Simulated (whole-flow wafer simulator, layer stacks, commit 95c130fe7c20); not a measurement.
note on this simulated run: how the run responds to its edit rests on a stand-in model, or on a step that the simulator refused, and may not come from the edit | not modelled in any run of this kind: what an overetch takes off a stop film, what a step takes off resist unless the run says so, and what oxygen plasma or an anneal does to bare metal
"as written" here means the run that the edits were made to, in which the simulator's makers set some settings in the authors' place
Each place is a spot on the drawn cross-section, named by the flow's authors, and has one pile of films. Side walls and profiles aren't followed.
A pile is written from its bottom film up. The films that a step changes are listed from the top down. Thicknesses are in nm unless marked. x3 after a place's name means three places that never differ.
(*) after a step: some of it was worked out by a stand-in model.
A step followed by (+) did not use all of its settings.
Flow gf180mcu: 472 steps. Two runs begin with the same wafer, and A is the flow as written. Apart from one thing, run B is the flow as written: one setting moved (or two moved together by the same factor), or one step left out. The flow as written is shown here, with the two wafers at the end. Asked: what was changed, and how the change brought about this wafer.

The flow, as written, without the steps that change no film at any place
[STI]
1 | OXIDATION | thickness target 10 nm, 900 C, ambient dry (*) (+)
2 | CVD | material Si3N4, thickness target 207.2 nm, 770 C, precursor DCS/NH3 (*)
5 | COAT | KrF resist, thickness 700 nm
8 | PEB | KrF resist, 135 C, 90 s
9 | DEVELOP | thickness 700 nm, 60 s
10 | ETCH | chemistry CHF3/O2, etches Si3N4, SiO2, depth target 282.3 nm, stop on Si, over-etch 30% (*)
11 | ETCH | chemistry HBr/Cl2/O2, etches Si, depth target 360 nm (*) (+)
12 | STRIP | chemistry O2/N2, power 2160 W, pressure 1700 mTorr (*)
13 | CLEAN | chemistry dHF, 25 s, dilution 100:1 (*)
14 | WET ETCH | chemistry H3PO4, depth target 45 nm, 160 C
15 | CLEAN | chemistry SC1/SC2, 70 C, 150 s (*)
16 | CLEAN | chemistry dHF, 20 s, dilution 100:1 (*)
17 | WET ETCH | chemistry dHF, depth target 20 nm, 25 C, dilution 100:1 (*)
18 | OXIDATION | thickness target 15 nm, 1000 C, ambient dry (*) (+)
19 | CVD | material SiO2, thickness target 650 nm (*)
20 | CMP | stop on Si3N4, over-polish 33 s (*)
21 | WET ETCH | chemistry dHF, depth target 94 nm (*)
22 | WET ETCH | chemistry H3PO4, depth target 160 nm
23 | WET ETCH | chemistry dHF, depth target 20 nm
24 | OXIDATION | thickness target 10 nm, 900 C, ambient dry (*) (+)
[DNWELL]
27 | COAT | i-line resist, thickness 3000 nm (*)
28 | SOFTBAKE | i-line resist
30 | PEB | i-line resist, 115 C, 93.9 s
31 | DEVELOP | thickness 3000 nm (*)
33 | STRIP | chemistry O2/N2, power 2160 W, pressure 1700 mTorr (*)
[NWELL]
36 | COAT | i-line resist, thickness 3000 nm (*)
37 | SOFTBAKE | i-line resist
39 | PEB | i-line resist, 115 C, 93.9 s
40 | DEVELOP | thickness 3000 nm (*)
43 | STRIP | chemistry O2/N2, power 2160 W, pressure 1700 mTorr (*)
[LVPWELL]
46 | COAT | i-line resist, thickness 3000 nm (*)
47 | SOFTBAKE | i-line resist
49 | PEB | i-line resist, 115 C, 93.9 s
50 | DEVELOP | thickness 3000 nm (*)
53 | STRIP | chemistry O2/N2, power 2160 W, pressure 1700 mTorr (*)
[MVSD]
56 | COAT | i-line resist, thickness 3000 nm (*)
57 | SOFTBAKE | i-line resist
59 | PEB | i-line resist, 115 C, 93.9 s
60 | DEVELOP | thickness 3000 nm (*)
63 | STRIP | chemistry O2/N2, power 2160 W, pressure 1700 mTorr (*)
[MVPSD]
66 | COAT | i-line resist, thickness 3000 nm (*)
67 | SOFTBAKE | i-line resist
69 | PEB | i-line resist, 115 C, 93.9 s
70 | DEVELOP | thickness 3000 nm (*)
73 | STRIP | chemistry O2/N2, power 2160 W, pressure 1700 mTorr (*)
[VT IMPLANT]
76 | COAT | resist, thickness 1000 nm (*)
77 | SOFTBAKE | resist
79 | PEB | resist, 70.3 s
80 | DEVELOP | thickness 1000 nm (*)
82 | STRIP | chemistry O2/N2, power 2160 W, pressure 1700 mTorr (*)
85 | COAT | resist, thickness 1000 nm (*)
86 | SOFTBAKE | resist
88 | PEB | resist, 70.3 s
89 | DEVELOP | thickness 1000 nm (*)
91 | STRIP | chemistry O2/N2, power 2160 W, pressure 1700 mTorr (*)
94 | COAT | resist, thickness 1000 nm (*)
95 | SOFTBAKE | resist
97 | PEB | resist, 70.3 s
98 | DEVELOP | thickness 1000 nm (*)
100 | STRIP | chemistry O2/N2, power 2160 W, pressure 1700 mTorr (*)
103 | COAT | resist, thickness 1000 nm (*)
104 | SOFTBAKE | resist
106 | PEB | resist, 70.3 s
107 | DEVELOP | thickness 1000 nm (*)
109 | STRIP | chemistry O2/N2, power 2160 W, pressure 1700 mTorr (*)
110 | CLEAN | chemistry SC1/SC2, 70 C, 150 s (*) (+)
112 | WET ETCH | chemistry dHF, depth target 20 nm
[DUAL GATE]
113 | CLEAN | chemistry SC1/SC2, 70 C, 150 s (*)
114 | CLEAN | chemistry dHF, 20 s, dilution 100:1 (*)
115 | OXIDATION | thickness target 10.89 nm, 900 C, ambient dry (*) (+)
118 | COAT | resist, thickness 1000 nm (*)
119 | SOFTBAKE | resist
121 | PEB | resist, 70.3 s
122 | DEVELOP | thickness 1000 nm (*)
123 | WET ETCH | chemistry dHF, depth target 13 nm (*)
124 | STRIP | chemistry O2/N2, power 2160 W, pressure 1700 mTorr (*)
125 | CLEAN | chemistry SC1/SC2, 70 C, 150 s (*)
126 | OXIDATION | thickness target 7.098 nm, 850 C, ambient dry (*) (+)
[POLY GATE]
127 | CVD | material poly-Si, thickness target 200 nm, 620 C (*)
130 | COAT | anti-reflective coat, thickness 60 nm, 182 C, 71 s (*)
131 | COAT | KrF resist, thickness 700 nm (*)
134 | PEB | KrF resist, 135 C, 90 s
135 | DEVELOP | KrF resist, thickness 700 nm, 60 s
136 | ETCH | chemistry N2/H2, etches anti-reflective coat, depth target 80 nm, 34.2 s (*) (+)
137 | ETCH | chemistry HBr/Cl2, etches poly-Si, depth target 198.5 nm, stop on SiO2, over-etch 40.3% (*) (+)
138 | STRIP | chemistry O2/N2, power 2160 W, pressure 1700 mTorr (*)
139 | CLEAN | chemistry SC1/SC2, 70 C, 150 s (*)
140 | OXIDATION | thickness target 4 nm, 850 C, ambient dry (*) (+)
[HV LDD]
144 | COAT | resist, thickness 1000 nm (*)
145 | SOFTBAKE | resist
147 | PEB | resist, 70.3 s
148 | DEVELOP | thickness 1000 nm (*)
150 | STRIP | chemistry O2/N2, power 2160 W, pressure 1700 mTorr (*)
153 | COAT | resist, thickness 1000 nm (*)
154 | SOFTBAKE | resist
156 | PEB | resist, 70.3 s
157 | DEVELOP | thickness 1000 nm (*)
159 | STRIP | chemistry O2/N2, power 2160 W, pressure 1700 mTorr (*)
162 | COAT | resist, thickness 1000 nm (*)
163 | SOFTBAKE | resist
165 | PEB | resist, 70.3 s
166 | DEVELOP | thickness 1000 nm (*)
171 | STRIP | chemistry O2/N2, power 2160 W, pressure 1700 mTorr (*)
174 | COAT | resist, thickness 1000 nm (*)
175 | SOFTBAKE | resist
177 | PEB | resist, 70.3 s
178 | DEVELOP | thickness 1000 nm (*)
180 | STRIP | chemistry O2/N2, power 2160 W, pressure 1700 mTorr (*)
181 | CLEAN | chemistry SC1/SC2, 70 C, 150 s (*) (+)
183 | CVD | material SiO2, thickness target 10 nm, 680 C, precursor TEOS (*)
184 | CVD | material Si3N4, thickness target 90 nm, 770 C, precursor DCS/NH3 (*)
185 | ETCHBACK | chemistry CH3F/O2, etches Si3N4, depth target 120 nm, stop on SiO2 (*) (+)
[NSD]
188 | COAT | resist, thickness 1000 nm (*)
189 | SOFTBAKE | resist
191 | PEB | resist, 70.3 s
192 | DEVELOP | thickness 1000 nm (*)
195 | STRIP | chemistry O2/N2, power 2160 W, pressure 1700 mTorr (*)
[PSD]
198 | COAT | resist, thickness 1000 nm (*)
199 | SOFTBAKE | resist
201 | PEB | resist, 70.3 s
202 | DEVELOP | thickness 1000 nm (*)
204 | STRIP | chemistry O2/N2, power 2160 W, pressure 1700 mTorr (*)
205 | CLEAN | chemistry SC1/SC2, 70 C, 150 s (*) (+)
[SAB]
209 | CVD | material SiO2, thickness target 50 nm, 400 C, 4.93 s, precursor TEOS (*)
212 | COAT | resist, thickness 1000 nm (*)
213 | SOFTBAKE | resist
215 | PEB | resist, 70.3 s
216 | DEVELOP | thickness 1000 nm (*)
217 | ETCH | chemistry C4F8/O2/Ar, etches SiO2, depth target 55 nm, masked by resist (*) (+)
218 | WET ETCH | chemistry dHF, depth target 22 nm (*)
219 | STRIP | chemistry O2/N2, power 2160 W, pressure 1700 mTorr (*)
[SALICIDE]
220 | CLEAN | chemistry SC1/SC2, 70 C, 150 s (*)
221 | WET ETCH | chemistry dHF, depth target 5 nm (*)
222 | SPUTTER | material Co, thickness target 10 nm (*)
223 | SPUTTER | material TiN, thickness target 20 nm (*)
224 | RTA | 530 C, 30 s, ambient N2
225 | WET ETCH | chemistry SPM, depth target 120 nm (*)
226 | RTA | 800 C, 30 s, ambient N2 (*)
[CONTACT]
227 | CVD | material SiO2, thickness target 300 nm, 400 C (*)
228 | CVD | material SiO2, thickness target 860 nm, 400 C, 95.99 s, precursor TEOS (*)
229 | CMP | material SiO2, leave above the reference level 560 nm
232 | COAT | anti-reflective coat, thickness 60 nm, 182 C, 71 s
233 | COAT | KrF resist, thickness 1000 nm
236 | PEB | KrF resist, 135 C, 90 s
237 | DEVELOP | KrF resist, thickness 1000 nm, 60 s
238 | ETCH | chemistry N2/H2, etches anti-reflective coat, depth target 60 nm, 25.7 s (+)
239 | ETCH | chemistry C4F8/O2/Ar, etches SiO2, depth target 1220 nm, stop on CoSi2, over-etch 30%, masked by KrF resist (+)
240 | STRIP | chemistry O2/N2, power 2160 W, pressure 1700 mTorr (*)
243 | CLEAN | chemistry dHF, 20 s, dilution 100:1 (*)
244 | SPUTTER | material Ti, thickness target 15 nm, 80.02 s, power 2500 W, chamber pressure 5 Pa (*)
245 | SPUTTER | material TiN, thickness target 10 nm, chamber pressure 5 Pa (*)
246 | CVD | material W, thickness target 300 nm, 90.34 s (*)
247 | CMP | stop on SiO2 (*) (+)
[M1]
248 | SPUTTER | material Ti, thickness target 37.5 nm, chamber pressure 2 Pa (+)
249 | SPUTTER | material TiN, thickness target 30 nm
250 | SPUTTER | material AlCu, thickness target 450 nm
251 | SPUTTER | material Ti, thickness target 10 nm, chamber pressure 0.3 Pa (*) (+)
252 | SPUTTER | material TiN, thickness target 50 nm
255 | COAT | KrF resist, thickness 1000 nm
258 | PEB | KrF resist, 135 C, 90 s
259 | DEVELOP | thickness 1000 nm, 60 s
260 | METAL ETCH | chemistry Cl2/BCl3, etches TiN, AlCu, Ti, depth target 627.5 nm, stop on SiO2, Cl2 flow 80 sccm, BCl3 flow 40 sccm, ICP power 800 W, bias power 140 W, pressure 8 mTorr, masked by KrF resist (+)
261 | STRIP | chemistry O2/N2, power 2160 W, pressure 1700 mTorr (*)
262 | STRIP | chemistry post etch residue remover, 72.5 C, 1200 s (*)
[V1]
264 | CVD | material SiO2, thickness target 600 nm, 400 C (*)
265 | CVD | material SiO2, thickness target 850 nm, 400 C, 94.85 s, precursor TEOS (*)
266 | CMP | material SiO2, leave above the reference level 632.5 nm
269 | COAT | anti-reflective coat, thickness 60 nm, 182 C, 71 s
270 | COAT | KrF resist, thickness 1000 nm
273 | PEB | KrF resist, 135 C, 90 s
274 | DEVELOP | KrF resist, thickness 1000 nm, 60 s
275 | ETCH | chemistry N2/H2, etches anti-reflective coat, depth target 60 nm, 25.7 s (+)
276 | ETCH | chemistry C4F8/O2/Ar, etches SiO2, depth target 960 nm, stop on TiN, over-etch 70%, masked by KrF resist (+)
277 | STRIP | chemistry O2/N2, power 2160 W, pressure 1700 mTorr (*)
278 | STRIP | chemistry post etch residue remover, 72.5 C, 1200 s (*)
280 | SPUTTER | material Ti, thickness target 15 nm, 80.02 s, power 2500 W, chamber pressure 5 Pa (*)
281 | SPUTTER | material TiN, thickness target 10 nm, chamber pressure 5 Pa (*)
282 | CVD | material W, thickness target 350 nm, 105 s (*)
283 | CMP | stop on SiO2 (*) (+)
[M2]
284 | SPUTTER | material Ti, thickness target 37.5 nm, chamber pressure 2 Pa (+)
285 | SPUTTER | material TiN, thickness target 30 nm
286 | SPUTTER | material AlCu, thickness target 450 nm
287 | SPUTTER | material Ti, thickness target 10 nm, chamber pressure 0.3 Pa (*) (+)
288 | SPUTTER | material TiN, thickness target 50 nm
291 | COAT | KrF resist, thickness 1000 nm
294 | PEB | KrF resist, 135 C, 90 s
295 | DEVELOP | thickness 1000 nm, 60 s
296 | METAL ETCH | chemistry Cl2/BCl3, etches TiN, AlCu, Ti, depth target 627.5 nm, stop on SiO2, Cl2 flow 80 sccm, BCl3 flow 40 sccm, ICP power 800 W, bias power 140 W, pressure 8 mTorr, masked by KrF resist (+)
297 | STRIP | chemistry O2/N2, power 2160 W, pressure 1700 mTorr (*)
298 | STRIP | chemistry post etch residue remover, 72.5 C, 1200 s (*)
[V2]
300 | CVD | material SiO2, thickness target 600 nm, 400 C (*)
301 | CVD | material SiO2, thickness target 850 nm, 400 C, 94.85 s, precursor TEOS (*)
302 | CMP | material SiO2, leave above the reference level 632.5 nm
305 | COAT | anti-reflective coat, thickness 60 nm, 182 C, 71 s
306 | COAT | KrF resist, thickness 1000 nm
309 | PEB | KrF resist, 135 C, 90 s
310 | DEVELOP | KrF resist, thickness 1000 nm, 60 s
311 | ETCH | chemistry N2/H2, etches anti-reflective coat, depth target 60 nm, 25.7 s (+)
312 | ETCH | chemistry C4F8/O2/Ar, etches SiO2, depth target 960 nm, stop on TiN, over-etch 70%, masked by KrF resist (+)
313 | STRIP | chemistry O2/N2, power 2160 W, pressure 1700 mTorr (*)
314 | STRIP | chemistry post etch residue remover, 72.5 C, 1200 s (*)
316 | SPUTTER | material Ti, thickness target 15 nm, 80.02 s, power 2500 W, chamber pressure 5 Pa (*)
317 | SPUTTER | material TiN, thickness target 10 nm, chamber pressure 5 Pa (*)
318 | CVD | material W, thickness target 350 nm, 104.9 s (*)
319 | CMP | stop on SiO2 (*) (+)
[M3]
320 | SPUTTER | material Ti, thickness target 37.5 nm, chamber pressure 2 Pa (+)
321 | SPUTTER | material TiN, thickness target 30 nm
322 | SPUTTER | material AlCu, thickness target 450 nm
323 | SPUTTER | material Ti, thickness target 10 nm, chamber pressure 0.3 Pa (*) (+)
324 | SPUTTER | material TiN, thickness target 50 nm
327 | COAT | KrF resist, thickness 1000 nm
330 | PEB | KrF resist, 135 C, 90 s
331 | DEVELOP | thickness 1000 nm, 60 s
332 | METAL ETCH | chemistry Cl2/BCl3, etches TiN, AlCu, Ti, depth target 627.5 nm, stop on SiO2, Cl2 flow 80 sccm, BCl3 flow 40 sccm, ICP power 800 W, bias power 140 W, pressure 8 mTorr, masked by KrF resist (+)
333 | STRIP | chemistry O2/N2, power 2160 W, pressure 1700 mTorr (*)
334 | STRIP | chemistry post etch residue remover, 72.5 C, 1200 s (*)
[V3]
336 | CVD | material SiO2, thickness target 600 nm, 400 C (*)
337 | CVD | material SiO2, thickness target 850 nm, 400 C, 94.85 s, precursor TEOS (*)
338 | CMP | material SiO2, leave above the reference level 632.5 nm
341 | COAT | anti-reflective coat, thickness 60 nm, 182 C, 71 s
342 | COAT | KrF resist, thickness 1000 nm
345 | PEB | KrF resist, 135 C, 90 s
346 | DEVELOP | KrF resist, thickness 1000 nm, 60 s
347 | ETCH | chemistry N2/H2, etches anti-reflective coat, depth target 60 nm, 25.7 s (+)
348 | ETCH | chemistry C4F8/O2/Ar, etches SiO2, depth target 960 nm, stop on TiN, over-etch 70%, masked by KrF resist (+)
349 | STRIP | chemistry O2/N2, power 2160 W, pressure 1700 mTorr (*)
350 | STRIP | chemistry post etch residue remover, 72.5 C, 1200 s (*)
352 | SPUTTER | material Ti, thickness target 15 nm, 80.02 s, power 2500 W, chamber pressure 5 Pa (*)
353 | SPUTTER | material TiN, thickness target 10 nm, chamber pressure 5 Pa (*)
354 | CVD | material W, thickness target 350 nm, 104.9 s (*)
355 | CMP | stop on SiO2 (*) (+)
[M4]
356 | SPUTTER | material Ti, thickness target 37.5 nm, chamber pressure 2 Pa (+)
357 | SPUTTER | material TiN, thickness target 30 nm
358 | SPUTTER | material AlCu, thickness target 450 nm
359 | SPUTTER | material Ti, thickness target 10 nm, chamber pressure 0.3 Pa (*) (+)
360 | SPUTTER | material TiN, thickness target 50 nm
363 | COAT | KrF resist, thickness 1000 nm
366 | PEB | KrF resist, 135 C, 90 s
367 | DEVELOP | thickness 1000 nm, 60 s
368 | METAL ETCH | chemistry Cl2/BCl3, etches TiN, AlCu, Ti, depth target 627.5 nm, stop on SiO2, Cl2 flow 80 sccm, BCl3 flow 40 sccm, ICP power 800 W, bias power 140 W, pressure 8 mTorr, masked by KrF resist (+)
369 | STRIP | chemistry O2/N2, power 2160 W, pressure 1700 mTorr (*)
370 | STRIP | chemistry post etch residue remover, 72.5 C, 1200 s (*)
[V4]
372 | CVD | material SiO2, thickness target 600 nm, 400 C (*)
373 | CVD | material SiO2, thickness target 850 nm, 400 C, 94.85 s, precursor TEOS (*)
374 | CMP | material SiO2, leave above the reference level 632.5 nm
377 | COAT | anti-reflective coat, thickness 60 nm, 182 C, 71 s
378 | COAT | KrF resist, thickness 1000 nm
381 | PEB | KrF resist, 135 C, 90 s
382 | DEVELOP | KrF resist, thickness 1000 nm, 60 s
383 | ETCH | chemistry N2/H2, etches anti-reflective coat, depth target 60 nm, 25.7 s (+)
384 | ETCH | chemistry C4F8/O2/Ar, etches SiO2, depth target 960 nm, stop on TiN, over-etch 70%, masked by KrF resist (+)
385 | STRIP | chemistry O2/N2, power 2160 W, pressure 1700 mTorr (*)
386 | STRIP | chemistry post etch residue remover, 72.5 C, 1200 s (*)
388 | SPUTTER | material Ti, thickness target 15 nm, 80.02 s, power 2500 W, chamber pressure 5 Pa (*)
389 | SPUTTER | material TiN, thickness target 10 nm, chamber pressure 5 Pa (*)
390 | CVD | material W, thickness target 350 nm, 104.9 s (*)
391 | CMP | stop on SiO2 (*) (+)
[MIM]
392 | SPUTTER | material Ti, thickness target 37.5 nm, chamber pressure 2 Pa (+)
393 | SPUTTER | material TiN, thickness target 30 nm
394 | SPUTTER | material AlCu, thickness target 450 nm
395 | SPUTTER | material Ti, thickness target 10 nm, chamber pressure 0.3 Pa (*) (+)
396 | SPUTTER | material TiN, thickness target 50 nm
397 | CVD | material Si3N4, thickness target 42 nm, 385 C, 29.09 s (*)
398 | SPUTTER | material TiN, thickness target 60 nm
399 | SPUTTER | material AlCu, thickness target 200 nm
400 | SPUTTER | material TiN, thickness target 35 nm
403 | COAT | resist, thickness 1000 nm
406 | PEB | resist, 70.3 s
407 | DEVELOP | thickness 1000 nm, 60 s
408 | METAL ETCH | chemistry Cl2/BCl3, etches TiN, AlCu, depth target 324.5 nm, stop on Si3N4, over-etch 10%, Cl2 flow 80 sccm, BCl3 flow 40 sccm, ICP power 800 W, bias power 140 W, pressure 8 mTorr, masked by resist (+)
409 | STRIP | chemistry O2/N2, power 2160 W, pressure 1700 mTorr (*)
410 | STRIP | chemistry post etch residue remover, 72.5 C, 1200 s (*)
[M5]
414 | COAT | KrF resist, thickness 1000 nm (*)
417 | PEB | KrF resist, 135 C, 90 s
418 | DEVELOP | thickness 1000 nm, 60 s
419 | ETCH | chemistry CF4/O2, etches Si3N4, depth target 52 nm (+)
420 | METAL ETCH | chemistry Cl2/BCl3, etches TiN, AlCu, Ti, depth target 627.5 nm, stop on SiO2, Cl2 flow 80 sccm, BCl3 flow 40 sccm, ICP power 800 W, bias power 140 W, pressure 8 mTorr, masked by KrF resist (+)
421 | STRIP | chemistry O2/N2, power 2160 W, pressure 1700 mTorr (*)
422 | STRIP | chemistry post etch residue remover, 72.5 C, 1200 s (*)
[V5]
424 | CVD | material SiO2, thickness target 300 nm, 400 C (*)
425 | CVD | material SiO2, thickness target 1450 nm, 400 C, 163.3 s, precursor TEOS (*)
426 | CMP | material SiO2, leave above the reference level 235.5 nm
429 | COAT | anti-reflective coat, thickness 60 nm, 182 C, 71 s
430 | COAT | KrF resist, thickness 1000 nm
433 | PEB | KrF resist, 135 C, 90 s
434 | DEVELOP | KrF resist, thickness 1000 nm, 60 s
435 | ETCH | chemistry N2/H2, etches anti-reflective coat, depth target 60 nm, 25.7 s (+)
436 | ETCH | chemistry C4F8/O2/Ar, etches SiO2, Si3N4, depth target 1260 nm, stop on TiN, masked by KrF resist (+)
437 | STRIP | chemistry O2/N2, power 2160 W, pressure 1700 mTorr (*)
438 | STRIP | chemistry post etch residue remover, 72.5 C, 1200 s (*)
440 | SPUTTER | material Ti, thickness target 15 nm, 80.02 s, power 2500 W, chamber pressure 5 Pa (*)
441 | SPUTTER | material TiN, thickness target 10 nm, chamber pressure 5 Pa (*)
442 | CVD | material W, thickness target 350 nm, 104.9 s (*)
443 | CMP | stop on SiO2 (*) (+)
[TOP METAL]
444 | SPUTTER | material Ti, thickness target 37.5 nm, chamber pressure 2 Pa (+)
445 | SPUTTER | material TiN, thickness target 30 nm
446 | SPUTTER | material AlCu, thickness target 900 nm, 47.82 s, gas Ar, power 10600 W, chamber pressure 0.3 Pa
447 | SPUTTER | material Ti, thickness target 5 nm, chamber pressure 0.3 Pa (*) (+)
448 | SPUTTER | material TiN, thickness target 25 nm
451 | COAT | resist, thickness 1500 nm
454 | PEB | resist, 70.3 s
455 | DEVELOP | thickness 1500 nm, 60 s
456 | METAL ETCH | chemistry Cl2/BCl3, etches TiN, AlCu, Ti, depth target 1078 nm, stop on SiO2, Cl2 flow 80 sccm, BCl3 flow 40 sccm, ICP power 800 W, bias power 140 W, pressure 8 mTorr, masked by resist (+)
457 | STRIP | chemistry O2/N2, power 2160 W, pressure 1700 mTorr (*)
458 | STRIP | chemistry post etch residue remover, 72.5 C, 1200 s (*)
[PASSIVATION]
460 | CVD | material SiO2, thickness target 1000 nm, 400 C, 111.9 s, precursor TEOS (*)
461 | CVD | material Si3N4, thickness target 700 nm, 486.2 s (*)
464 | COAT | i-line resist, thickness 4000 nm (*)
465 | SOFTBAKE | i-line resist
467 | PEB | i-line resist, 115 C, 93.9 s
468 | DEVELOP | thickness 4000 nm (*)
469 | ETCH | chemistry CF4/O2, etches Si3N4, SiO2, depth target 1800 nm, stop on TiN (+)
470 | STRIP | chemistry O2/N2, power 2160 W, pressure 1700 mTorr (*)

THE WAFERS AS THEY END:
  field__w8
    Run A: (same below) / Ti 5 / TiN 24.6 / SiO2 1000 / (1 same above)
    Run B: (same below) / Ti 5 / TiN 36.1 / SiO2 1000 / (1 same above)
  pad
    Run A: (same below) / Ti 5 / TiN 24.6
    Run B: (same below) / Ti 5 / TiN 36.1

The reason: step 448, SPUTTER: thickness target 36.5 nm was run, while the flow as written has thickness target 25 nm.

Step by step, how the change led to this:
  448 | SPUTTER | material TiN, thickness target 25 nm
      field, field__w1, field__w2 and 109 more: A TiN gains 25 (new film) | B TiN gains 36.5 (new film)
  456 | METAL ETCH | chemistry Cl2/BCl3, etches TiN, AlCu, Ti, depth target 1078 nm, stop on SiO2, Cl2 flow 80 sccm, BCl3 flow 40 sccm, ICP power 800 W, bias power 140 W, pressure 8 mTorr, masked by resist (+)
      field, field__w1, field__w2 and 103 more: A TiN loses 25 (all of it), Ti loses 5 (all of it), AlCu loses 900 (all of it), TiN loses 30 (all of it), Ti loses 37.5 (all of it) | B TiN loses 36.5 (all of it), Ti loses 5 (all of it), AlCu loses 900 (all of it), TiN loses 30 (all of it), Ti loses 37.5 (all of it)
  465 | SOFTBAKE | i-line resist
      gate: A i-line resist gains 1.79 | B i-line resist loses 0.28
      field__w11, field__w13: A i-line resist gains 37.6 | B i-line resist gains 31.5
      (also at 57 further places)
